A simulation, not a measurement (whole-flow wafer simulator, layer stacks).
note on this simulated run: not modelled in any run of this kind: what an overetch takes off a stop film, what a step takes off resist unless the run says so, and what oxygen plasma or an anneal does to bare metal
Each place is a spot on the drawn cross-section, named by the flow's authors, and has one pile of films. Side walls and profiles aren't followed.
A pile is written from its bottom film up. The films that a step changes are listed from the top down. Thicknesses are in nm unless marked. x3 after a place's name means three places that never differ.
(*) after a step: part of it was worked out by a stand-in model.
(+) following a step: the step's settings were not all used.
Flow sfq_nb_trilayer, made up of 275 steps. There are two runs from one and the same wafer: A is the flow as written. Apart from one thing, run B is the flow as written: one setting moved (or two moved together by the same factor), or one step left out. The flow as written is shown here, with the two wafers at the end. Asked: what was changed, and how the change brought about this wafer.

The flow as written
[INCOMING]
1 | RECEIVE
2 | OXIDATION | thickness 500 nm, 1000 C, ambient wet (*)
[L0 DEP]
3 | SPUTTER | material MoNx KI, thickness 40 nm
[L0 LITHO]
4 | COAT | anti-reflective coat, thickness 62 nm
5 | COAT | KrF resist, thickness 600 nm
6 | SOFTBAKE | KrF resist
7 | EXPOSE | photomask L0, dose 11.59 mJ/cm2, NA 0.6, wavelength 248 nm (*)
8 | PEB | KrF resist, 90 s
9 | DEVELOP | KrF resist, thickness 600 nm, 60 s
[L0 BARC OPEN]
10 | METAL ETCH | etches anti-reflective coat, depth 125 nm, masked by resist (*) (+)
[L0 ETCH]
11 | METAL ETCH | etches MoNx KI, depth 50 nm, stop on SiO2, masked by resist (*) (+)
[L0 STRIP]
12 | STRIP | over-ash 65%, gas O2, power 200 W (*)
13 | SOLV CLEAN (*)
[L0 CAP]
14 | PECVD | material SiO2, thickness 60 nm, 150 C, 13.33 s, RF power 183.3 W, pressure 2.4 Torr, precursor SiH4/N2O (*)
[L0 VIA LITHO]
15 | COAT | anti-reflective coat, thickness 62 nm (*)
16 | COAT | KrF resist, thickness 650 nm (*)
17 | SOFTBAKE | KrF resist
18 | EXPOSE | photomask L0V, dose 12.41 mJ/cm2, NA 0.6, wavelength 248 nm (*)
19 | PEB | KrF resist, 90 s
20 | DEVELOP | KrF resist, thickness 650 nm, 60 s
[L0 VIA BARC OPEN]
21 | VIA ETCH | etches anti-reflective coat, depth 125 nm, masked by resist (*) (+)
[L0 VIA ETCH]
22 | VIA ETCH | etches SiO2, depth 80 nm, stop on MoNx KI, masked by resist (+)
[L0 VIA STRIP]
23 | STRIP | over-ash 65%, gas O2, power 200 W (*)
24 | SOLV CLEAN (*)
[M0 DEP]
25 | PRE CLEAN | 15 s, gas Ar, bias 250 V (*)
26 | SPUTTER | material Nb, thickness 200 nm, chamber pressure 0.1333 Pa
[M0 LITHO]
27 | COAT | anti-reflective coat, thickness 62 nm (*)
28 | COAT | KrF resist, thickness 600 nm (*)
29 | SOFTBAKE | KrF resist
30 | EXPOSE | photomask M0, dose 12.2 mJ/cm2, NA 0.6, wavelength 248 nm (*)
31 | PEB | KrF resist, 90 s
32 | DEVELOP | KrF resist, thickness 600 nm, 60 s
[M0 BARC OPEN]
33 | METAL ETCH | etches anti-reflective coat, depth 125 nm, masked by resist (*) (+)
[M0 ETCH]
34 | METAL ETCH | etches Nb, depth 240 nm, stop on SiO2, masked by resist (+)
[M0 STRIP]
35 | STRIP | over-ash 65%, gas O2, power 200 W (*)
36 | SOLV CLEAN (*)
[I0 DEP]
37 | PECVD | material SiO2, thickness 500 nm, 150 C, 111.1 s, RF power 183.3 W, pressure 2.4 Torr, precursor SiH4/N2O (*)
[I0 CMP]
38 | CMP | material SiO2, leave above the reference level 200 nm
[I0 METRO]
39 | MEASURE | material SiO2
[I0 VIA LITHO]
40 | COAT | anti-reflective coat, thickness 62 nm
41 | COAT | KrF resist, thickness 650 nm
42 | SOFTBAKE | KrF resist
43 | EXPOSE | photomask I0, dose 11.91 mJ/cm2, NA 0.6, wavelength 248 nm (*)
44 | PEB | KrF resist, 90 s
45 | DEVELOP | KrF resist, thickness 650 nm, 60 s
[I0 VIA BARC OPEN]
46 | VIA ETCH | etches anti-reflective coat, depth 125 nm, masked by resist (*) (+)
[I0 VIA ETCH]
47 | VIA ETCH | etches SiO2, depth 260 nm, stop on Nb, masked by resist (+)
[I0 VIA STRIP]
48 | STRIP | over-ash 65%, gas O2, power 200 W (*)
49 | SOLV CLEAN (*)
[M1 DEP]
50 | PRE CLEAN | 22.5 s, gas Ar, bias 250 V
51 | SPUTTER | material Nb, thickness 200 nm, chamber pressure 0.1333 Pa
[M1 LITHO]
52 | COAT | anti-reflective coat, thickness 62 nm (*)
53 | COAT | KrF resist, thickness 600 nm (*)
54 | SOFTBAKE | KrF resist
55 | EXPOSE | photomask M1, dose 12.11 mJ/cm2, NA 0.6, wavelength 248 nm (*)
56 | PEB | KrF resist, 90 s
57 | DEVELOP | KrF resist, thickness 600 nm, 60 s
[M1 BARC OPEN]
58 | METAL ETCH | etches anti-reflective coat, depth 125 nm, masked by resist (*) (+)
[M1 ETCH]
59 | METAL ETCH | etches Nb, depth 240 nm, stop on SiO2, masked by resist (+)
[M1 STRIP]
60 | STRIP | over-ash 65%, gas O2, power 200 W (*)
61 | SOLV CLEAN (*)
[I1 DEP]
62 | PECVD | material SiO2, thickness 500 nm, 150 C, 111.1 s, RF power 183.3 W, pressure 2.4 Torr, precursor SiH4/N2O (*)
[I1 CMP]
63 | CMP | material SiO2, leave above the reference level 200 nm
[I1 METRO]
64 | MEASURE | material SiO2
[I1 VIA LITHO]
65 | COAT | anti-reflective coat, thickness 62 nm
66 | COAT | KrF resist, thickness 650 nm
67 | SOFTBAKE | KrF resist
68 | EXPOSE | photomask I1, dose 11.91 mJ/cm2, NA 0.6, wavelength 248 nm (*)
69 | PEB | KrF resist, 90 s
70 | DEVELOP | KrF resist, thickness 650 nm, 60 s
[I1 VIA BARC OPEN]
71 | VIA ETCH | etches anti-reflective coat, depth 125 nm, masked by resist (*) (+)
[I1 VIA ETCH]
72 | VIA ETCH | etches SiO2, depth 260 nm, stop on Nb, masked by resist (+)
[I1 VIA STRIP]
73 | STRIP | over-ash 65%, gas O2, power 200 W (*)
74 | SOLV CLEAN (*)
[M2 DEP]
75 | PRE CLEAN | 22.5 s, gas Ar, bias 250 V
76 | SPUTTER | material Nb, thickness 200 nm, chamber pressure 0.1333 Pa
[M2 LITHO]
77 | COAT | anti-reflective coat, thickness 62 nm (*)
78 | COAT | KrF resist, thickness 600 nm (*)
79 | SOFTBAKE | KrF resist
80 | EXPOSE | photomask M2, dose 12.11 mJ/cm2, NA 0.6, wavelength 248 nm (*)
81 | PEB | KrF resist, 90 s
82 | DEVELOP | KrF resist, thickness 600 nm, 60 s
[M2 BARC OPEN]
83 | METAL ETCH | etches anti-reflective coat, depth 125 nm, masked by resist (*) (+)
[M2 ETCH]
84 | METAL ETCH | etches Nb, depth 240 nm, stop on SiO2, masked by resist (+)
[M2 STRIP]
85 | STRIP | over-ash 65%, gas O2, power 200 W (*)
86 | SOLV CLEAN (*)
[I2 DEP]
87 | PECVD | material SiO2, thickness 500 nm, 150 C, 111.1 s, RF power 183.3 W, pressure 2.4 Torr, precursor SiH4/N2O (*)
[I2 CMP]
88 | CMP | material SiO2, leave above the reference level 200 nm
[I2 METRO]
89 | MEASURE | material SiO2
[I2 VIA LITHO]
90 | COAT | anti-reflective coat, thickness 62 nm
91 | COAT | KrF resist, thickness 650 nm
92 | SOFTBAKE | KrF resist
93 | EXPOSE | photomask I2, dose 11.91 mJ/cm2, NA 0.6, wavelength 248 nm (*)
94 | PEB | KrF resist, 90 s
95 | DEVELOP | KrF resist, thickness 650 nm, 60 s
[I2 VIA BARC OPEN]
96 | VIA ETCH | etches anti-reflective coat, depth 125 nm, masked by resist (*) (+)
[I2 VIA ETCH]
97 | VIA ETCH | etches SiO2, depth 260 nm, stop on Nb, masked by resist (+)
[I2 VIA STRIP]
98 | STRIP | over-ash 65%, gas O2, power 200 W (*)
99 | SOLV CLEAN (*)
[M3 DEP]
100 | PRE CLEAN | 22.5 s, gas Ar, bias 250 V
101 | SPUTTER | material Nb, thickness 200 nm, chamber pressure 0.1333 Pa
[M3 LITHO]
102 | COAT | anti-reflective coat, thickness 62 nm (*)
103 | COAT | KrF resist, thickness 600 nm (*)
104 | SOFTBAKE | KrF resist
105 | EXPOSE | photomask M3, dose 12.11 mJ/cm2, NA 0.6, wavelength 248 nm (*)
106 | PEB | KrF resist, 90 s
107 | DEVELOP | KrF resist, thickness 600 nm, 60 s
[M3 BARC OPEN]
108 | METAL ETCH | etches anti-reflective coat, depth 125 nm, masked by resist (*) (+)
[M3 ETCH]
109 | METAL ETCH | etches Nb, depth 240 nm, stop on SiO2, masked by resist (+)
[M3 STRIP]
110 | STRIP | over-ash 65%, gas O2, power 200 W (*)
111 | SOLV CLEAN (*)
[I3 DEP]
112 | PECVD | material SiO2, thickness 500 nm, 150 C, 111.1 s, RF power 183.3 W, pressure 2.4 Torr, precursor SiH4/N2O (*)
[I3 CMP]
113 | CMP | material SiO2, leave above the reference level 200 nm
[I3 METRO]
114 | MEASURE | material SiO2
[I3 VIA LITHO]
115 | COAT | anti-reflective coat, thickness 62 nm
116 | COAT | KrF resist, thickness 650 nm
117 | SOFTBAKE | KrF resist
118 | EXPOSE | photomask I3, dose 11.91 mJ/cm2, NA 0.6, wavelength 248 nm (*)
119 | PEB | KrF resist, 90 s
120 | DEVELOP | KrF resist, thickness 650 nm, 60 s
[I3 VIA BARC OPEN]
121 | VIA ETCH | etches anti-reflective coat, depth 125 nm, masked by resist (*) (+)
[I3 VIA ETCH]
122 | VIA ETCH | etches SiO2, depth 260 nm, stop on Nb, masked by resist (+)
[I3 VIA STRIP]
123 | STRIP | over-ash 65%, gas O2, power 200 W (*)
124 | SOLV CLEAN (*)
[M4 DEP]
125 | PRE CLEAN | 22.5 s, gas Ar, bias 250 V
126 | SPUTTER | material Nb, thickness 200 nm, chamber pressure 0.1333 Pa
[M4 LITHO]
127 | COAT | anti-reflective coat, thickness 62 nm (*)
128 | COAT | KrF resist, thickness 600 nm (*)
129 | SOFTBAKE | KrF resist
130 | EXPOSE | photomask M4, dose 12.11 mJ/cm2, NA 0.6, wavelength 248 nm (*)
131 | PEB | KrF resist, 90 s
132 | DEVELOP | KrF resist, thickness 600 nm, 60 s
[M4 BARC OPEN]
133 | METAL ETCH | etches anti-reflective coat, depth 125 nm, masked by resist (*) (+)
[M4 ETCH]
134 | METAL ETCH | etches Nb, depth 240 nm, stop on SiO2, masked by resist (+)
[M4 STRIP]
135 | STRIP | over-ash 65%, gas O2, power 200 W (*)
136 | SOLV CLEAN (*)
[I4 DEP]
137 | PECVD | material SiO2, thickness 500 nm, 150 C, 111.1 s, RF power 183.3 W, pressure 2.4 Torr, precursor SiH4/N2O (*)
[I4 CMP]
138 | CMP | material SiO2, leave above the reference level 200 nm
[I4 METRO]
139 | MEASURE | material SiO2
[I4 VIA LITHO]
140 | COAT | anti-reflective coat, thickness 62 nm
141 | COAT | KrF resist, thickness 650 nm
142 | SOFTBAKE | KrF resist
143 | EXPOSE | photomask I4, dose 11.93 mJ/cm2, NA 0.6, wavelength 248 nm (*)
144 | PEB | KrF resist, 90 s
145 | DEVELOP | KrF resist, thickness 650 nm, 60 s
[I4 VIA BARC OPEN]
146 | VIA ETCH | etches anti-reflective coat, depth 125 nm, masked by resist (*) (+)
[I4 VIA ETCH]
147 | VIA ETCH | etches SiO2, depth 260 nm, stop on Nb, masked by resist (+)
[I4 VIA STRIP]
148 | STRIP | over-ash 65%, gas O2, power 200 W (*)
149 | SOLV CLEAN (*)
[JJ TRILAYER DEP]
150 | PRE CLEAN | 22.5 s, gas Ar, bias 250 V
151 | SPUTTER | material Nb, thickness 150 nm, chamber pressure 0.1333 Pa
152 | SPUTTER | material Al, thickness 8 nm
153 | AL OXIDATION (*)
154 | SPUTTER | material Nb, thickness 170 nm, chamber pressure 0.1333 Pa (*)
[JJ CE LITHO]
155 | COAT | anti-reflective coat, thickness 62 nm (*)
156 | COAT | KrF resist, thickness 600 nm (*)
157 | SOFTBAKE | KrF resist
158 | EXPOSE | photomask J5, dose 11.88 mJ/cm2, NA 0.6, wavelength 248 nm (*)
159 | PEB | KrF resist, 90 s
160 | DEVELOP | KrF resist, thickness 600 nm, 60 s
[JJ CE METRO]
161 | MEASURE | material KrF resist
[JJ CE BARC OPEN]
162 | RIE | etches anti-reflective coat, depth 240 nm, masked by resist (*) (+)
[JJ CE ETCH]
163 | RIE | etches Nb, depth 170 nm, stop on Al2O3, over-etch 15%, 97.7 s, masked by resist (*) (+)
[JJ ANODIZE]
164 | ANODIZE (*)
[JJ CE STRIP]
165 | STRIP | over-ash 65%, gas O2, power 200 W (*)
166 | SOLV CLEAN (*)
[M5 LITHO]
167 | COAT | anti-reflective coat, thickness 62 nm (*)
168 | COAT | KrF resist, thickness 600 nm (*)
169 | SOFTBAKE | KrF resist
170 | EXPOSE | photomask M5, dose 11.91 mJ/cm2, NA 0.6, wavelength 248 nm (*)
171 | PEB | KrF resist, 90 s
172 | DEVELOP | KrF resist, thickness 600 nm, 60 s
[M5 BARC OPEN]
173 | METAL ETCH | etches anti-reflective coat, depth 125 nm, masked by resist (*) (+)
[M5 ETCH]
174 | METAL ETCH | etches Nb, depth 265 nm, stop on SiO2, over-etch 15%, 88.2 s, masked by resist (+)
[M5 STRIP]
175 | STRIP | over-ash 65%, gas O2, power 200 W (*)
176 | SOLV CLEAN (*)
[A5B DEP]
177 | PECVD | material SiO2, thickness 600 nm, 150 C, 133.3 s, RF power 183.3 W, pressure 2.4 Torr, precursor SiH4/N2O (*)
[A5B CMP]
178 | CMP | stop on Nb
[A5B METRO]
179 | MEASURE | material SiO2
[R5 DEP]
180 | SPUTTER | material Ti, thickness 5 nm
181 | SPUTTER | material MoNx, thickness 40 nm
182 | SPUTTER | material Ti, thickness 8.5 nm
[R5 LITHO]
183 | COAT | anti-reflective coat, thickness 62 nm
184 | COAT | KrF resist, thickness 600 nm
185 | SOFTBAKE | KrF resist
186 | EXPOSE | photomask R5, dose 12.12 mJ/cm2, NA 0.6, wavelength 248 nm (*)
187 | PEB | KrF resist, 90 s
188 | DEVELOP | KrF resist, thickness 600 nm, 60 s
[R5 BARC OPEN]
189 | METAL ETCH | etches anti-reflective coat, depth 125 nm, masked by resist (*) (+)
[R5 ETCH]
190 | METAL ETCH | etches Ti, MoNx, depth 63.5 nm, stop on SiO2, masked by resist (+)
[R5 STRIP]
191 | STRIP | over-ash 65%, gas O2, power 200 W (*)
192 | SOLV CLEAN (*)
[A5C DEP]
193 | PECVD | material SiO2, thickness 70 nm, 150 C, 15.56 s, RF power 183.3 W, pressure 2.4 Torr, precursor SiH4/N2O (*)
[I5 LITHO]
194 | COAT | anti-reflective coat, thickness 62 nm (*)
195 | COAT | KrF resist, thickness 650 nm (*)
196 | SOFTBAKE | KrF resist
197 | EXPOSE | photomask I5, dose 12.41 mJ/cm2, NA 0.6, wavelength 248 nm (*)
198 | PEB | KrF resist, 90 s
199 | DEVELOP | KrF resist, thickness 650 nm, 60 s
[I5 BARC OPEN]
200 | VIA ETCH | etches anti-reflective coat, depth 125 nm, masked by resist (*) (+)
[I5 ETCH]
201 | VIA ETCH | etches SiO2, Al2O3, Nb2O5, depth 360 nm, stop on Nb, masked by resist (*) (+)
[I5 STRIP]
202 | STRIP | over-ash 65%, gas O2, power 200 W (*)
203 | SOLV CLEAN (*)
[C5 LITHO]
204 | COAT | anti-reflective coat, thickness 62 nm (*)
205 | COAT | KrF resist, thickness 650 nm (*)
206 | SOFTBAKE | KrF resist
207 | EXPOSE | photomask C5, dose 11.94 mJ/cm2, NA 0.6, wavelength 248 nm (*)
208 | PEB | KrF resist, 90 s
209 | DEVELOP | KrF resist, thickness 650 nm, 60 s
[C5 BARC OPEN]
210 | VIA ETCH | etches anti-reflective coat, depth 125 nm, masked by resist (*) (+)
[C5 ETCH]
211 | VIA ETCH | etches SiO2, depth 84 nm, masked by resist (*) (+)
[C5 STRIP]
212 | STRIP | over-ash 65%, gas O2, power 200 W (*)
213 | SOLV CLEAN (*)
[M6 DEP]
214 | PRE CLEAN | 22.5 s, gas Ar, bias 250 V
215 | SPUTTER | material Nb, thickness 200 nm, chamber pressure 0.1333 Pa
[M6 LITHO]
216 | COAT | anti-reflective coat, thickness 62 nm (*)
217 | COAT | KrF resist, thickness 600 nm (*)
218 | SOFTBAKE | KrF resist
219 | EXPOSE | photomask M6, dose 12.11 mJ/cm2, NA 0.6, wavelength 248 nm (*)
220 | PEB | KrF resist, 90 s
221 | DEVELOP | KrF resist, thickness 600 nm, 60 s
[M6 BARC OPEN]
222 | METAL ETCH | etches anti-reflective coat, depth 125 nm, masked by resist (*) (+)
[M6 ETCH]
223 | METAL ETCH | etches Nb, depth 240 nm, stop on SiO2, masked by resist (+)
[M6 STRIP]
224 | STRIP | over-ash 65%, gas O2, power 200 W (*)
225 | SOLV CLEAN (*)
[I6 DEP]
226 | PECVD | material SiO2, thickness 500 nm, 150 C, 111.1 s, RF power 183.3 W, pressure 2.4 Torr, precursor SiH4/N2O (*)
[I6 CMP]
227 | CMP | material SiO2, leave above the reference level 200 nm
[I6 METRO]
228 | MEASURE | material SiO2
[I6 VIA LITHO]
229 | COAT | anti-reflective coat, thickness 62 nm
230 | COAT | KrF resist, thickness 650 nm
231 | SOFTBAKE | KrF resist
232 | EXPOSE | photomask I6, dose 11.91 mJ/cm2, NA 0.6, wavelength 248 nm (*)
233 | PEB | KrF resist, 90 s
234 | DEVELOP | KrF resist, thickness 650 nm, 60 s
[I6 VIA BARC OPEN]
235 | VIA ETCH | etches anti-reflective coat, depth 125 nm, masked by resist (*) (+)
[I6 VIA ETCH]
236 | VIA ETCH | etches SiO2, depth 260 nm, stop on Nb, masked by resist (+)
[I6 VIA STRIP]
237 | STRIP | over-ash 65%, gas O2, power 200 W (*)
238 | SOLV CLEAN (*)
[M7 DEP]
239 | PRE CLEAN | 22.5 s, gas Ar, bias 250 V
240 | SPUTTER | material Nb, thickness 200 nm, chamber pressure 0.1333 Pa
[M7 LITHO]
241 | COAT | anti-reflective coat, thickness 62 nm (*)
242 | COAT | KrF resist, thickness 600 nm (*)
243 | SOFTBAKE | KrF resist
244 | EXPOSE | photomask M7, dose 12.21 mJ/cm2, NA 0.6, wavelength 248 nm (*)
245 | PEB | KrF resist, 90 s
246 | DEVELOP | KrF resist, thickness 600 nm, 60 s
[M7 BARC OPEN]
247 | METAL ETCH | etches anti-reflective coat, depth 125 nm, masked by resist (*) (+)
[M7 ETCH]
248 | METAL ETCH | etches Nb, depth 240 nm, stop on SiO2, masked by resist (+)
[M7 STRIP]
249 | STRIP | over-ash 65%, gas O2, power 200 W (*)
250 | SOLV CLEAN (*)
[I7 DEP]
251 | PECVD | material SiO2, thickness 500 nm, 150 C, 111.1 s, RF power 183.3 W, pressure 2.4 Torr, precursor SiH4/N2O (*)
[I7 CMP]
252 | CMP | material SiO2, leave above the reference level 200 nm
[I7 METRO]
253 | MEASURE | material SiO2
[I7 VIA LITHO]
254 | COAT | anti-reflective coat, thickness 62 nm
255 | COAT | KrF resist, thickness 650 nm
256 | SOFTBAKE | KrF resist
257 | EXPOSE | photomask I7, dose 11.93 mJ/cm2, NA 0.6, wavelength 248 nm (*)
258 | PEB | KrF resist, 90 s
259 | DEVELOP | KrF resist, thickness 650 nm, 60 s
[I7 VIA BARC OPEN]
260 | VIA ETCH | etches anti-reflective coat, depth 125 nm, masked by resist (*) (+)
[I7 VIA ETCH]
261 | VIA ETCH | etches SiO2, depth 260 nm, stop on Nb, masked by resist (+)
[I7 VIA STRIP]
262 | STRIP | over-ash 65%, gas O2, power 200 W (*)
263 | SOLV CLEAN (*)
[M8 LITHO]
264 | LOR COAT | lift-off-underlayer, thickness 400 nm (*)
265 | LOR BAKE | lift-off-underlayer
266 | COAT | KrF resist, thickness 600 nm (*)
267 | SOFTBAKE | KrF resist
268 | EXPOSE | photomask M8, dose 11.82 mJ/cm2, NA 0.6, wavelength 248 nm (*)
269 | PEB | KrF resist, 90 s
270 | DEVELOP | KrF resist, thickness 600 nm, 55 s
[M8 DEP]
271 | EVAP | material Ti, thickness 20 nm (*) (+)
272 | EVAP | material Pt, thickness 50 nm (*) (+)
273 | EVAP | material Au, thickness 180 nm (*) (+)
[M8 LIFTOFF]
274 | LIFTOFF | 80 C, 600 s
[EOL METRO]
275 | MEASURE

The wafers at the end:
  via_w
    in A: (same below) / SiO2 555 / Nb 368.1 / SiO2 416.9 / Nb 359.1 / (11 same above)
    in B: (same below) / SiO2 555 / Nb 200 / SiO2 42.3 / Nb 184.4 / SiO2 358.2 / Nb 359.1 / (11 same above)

The reason: step 47, VIA ETCH: depth 150 nm was run, though the flow has depth 260 nm.

Step by step, how the change led to this:
  47 | VIA ETCH | etches SiO2, depth 260 nm, stop on Nb, masked by resist (+)
      via_w: A SiO2 loses 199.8 (all of it) | B SiO2 loses 150
      field_l, v_sur, via_wl and 102 more: A KrF resist loses 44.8 | B KrF resist loses 25.9
  48 | STRIP | over-ash 65%, gas O2, power 200 W (*)
      field_l, v_sur, via_wl and 102 more: A KrF resist loses 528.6 (all of it), anti-reflective coat loses 62 (all of it) | B KrF resist loses 547.6 (all of it), anti-reflective coat loses 62 (all of it)
  50 | PRE CLEAN | 22.5 s, gas Ar, bias 250 V
      via_w: A Nb loses 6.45 | B SiO2 loses 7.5
  51 | SPUTTER | material Nb, thickness 200 nm, chamber pressure 0.1333 Pa
      via_w: A Nb gains 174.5 | B Nb gains 184.4 (new film)
  52 | COAT | anti-reflective coat, thickness 62 nm (*)
      via_wl: A anti-reflective coat gains 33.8 (new film) | B anti-reflective coat gains 35.9 (new film)
      via_w: A anti-reflective coat gains 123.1 (new film) | B anti-reflective coat gains 111.5 (new film)
  53 | COAT | KrF resist, thickness 600 nm (*)
      via_w: A KrF resist gains 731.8 (new film) | B KrF resist gains 692.2 (new film)
  60 | STRIP | over-ash 65%, gas O2, power 200 W (*)
      via_wl: A KrF resist loses 385.5 (all of it), anti-reflective coat loses 33.8 (all of it) | B KrF resist loses 389.3 (all of it), anti-reflective coat loses 35.9 (all of it)
      via_w: A KrF resist loses 513.8 (all of it), anti-reflective coat loses 123.1 (all of it) | B KrF resist loses 474.4 (all of it), anti-reflective coat loses 111.5 (all of it)
  62 | PECVD | material SiO2, thickness 500 nm, 150 C, 111.1 s, RF power 183.3 W, pressure 2.4 Torr, precursor SiH4/N2O (*)
      via_w: A SiO2 gains 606 (new film) | B SiO2 gains 522.8 (new film)
  63 | CMP | material SiO2, leave above the reference level 200 nm
      via_w: A SiO2 loses 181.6 | B SiO2 loses 157.1
Taking metal films that touch as one body, via_w has 6 bodies (between them, from the top down: SiO2 192.5; SiO2 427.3 / Al2O3 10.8 / Nb2O5 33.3; SiO2 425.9; SiO2 358.2; SiO2 42.3); the flow as written gives 5 bodies (between them, from the top down: SiO2 192.5; SiO2 427.3 / Al2O3 10.8 / Nb2O5 33.3; SiO2 425.9; SiO2 416.9).
